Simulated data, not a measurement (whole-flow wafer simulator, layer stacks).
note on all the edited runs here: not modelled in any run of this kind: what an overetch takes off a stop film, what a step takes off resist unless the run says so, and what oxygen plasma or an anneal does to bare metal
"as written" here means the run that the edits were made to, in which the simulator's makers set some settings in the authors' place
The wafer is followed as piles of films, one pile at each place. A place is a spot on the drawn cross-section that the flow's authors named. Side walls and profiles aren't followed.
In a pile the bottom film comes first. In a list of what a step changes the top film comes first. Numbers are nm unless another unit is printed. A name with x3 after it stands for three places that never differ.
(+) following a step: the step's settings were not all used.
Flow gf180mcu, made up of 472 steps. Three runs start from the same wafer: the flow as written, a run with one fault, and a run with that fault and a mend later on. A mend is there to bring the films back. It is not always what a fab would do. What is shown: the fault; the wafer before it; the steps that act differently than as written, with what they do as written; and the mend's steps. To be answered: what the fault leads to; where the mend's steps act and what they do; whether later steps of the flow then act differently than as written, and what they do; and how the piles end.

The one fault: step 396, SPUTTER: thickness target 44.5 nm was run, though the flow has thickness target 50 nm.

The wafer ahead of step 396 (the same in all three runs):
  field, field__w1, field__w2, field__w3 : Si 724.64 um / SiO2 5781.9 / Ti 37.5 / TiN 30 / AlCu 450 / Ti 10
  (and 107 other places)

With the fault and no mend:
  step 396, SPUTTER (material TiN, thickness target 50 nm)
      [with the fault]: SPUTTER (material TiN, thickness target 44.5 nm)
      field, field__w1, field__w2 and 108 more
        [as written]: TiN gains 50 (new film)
        [with the fault]: TiN gains 44.5 (new film)
  Steps later in the flow that act otherwise than as written (1 other step is not shown; it differs only slightly, by no more than 2% or 0.5 nm, whichever is larger):
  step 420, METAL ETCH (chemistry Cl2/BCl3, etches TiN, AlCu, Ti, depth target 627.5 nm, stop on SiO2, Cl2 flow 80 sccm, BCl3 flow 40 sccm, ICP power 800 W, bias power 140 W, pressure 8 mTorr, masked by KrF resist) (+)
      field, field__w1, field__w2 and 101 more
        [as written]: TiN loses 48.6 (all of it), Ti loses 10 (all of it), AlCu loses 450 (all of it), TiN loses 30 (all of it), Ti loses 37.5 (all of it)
        [with the fault]: TiN loses 43.1 (all of it), Ti loses 10 (all of it), AlCu loses 450 (all of it), TiN loses 30 (all of it), Ti loses 37.5 (all of it)
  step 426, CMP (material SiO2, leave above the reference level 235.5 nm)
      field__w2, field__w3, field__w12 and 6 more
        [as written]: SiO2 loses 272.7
        [with the fault]: SiO2 loses 278.4
  The piles end different from the flow's at field__w4, field__w8, contact, m1, m1__w1, mim, mim_1p0, m1_nw by more than 2% or 0.5 nm, whichever is larger.
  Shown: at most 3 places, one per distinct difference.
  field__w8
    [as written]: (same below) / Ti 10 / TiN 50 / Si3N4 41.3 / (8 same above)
    [with the fault]: (same below) / Ti 10 / TiN 44.5 / Si3N4 41.3 / (8 same above)
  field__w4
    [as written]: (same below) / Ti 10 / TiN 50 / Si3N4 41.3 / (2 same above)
    [with the fault]: (same below) / Ti 10 / TiN 44.5 / Si3N4 41.3 / (2 same above)
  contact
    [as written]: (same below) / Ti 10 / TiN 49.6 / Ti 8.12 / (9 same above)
    [with the fault]: (same below) / Ti 10 / TiN 44.1 / Ti 8.12 / (9 same above)

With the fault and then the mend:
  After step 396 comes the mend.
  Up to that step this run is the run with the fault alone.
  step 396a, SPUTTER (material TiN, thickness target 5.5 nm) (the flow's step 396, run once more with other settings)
      field, field__w1, field__w2 and 108 more
        TiN gains 5.5
  Later steps of the flow that are run all act as written at every place that is followed.
  At every place that both follow, the piles at the end match the flow's.
